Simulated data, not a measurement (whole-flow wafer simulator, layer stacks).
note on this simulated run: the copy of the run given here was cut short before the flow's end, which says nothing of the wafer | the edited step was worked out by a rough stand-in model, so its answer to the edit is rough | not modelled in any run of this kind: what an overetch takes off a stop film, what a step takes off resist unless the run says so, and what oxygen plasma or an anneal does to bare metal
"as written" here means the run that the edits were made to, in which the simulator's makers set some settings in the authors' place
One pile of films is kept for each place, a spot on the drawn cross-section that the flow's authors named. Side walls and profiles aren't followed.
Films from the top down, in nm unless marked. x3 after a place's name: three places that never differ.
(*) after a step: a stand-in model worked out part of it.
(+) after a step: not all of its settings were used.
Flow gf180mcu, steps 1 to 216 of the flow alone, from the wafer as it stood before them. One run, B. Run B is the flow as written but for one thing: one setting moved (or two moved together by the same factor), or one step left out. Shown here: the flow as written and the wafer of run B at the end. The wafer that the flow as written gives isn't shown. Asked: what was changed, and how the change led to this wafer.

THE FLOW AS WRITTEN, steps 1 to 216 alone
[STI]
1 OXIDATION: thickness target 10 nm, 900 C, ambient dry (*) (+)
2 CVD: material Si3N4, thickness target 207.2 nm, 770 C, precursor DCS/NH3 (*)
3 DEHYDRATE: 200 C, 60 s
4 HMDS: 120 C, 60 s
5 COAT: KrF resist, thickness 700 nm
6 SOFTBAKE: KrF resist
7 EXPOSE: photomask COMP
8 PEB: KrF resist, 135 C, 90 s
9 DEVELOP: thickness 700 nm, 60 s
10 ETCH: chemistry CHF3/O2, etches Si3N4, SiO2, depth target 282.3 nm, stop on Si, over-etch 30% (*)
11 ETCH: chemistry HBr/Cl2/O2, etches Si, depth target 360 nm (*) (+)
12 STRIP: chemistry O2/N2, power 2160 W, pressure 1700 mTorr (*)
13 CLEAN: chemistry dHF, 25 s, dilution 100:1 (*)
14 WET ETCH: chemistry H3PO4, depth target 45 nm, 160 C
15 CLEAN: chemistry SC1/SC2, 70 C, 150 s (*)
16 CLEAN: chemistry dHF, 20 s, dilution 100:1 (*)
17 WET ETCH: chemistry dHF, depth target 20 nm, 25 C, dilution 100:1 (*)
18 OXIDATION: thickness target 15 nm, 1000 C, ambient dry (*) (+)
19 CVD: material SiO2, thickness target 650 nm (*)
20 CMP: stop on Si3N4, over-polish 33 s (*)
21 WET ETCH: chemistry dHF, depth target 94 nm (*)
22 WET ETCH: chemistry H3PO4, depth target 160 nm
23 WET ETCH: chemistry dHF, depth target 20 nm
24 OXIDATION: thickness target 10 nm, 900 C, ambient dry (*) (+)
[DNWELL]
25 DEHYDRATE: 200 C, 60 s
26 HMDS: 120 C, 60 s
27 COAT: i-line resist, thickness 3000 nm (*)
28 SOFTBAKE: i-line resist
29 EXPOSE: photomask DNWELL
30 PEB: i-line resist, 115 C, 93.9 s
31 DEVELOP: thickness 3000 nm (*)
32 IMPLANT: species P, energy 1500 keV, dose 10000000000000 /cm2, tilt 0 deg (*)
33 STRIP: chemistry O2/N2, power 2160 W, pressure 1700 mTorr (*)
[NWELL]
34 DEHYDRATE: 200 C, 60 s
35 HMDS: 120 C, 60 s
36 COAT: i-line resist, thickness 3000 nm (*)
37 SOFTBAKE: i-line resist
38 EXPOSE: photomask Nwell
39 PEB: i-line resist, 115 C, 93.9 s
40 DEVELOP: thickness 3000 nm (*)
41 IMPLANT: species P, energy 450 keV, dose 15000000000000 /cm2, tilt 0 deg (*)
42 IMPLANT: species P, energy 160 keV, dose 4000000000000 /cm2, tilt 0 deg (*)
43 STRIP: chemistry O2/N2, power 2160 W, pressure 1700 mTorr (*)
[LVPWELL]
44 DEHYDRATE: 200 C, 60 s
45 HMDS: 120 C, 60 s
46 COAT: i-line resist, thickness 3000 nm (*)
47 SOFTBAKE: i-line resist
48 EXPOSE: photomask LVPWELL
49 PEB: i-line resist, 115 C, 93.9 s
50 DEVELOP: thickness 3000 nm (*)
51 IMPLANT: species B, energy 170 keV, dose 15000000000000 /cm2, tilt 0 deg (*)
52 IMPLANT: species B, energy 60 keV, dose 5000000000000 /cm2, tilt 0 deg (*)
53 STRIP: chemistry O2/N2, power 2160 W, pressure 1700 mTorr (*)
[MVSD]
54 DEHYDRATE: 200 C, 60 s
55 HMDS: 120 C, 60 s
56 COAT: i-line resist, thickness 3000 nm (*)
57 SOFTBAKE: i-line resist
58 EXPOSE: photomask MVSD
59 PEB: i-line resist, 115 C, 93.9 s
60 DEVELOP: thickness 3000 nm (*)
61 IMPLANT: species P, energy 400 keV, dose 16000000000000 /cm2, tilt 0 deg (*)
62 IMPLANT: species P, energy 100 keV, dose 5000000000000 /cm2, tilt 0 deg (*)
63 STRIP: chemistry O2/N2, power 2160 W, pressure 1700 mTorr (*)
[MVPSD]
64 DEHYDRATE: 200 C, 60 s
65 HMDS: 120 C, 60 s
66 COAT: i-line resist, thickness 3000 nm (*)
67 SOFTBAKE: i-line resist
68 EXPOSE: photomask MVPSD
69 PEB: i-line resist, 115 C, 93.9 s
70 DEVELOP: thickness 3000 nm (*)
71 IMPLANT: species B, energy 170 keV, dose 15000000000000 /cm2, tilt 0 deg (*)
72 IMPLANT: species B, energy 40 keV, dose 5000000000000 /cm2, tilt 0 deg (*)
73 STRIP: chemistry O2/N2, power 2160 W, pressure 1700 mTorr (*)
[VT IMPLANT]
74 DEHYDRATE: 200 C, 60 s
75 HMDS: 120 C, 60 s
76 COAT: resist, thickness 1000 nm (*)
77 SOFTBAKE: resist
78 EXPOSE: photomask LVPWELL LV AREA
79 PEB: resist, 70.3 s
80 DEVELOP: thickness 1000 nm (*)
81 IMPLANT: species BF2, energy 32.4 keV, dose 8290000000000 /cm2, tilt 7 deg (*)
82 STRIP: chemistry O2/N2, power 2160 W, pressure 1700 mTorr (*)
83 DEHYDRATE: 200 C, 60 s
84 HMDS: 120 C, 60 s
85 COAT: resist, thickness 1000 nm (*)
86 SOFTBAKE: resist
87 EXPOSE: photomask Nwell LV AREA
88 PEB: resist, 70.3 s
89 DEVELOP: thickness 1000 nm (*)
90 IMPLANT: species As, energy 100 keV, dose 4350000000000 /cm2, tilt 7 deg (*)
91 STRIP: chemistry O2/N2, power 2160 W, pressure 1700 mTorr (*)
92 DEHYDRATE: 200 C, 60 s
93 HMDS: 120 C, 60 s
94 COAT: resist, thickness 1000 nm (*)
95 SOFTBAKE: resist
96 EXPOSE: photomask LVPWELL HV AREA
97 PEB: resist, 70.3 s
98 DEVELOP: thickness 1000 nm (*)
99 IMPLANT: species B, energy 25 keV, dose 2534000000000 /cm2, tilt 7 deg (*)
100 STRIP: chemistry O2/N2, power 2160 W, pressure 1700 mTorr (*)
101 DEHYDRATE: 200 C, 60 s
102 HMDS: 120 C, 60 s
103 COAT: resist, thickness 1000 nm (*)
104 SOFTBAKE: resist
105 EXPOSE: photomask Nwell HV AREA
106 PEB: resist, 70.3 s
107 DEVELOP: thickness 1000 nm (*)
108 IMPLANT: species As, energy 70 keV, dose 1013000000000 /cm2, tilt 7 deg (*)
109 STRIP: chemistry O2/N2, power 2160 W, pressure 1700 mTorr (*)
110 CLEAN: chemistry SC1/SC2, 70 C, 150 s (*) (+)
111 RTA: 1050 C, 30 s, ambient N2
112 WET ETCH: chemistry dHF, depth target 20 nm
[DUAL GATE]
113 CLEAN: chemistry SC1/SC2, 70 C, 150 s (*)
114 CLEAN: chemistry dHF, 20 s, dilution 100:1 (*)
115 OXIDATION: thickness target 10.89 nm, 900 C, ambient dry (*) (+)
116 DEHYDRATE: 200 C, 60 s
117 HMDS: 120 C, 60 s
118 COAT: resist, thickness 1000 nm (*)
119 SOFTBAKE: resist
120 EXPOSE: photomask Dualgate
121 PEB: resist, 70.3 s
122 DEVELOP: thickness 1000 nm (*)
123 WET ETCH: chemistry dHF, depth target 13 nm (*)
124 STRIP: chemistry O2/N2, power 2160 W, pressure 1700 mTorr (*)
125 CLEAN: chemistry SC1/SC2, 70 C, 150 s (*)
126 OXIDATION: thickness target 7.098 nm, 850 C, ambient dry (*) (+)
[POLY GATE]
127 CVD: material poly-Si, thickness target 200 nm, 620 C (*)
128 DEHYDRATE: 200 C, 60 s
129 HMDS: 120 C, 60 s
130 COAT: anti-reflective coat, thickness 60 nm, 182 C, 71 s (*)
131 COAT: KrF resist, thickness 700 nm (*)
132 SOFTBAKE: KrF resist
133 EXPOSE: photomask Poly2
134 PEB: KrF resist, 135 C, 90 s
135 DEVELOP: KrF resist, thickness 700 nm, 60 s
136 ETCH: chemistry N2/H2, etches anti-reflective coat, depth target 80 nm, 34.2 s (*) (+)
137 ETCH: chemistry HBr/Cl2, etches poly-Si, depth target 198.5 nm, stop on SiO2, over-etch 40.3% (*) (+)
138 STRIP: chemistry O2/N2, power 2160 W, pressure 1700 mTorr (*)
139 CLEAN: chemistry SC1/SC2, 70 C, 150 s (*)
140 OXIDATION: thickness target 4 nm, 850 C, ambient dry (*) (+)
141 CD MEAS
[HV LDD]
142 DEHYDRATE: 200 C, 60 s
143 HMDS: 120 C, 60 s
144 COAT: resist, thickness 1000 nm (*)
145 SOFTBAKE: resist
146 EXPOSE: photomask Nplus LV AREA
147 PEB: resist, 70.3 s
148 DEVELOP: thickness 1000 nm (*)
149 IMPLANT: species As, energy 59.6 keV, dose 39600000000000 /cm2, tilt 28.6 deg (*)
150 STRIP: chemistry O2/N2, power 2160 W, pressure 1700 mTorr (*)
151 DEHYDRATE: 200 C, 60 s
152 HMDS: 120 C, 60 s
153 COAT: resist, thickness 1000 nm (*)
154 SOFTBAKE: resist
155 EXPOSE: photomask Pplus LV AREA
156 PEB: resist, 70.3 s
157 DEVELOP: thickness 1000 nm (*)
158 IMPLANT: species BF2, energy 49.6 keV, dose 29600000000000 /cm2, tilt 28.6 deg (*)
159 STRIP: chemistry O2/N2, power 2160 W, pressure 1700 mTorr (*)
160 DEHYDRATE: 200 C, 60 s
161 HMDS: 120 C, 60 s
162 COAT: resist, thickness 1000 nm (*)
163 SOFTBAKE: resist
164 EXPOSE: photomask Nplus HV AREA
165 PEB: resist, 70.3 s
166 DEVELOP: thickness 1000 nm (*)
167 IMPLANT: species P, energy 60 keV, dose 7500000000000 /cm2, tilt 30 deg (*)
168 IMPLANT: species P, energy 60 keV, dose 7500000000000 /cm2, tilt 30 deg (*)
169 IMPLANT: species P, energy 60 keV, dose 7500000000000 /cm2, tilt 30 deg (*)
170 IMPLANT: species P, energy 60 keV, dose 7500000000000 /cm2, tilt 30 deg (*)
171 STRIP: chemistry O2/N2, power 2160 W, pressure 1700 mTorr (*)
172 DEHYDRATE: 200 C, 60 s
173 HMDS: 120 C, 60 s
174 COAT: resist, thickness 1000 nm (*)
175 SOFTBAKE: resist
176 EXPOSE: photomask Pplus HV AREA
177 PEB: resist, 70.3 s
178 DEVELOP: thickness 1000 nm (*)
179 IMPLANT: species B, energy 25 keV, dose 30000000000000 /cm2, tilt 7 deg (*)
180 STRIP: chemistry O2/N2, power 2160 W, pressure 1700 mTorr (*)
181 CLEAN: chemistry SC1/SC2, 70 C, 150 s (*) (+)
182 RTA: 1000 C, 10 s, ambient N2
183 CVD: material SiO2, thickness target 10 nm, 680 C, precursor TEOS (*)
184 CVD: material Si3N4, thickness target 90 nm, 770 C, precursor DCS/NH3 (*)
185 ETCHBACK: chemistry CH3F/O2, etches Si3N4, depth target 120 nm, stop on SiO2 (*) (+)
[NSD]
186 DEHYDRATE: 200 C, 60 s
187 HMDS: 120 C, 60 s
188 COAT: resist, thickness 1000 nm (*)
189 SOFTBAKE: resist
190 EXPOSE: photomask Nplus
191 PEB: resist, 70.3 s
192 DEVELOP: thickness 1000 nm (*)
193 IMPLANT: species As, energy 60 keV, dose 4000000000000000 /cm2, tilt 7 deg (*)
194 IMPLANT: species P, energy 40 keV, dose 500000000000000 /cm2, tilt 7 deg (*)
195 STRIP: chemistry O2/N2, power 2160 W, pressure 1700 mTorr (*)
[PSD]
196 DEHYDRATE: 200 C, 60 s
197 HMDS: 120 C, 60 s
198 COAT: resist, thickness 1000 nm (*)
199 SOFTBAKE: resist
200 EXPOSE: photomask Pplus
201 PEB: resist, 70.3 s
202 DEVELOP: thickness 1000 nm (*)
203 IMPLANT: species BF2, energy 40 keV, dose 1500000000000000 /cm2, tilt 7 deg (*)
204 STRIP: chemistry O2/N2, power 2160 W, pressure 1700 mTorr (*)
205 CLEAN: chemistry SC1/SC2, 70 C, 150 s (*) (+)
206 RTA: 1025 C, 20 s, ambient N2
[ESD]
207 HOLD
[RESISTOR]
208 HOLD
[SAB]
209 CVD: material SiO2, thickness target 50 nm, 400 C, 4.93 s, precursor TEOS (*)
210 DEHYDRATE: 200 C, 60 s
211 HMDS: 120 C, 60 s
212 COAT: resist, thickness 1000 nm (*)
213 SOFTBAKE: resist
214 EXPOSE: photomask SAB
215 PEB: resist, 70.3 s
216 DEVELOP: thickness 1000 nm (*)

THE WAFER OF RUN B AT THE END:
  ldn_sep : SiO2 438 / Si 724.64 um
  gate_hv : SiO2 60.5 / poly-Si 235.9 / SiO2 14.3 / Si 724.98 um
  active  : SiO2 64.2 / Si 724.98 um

The cause: step 127, CVD: thickness target 238 nm was run, where the flow has thickness target 200 nm.

How the change led to this, step by step:
  127 CVD: material poly-Si, thickness target 200 nm, 620 C (*)
      field, field__w1, field__w2 and 89 more: poly-Si +238 (new film) (as written it would be: poly-Si +200 (new film))
  137 ETCH: chemistry HBr/Cl2, etches poly-Si, depth target 198.5 nm, stop on SiO2, over-etch 40.3% (*) (+)
      field__w3, field__w12, field_sub and 14 more: poly-Si -237 (all of it), SiO2 -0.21 (as written it would be: poly-Si -199 (all of it), SiO2 -0.4)
      field__w6, sti, m1 and 10 more: poly-Si -236.8 (all of it), SiO2 -0.21 (as written it would be: poly-Si -198.8 (all of it), SiO2 -0.4)
      (and at 34 more places)
  144 COAT: resist, thickness 1000 nm (*)
      polyc_n, polyc_p: resist +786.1 (new film) (as written it would be: resist +817.8 (new film))
      gate: resist +805.8 (new film) (as written it would be: resist +837.3 (new film))
      (and at 25 more places)
  145 SOFTBAKE: resist
      ldn_dft, ldp_dft: resist -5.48 (as written it would be: resist -4.42)
      field__w1: resist +5.2 (as written it would be: resist +4.19)
      (and at 59 more places)
  147 PEB: resist, 70.3 s
      gate_p, ld_fp_n, ppoly_u, gate_hv5: resist -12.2 (as written it would be: resist -12.8)
      polyc_n, polyc_n_rim, polyc_p, polyc_p_rim: resist -11.6 (as written it would be: resist -12.2)
      (and at 6 more places)
  148 DEVELOP: thickness 1000 nm (*)
      gate: resist -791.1 (all of it) (as written it would be: resist -822.7 (all of it))
      npoly_u: resist -790.9 (all of it) (as written it would be: resist -821.5 (all of it))
      (and at 3 more places)
  150 STRIP: chemistry O2/N2, power 2160 W, pressure 1700 mTorr (*)
      gate_hv: resist -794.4 (all of it) (as written it would be: resist -824.2 (all of it))
      gate_p: resist -797.9 (all of it) (as written it would be: resist -828.7 (all of it))
      (and at 21 more places)
  153 COAT: resist, thickness 1000 nm (*)
      polyc_n, polyc_p: resist +786.1 (new film) (as written it would be: resist +817.8 (new film))
      gate: resist +805.8 (new film) (as written it would be: resist +837.3 (new film))
      (and at 25 more places)
  154 SOFTBAKE: resist
      ldn_dft, ldp_dft: resist -5.48 (as written it would be: resist -4.42)
      field__w1: resist +5.2 (as written it would be: resist +4.19)
      (and at 59 more places)
  156 PEB: resist, 70.3 s
      gate_p, ld_fp_n, ppoly_u, gate_hv5: resist -12.2 (as written it would be: resist -12.8)
      polyc_n, polyc_n_rim, polyc_p, polyc_p_rim: resist -11.6 (as written it would be: resist -12.2)
      (and at 6 more places)
  157 DEVELOP: thickness 1000 nm (*)
      gate_p: resist -797.9 (all of it) (as written it would be: resist -828.7 (all of it))
      ppoly_u: resist -797.5 (all of it) (as written it would be: resist -827 (all of it))
      (and at 3 more places)
  159 STRIP: chemistry O2/N2, power 2160 W, pressure 1700 mTorr (*)
      gate: resist -791.1 (all of it) (as written it would be: resist -822.7 (all of it))
      gate_hv: resist -794.4 (all of it) (as written it would be: resist -824.2 (all of it))
      (and at 21 more places)
  162 COAT: resist, thickness 1000 nm (*)
      polyc_n, polyc_p: resist +786.1 (new film) (as written it would be: resist +817.8 (new film))
      gate: resist +805.8 (new film) (as written it would be: resist +837.3 (new film))
      (and at 25 more places)
  163 SOFTBAKE: resist
      ldn_dft, ldp_dft: resist -5.48 (as written it would be: resist -4.42)
      field__w1: resist +5.2 (as written it would be: resist +4.19)
      (and at 59 more places)
  165 PEB: resist, 70.3 s
      gate_p, ld_fp_n, ppoly_u, gate_hv5: resist -12.2 (as written it would be: resist -12.8)
      polyc_n, polyc_n_rim, polyc_p, polyc_p_rim: resist -11.6 (as written it would be: resist -12.2)
      (and at 6 more places)
  166 DEVELOP: thickness 1000 nm (*)
      gate_hv: resist -794.4 (all of it) (as written it would be: resist -824.2 (all of it))
      gate_nat: resist -830.4 (all of it) (as written it would be: resist -854.5 (all of it))
      (and at 7 more places)
  ... 20 more steps ...
  216 DEVELOP: thickness 1000 nm (*)
      gate: resist -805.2 (all of it) (as written it would be: resist -834.3 (all of it))
      gate_hv: resist -808.9 (all of it) (as written it would be: resist -836.1 (all of it))
      (and at 24 more places)
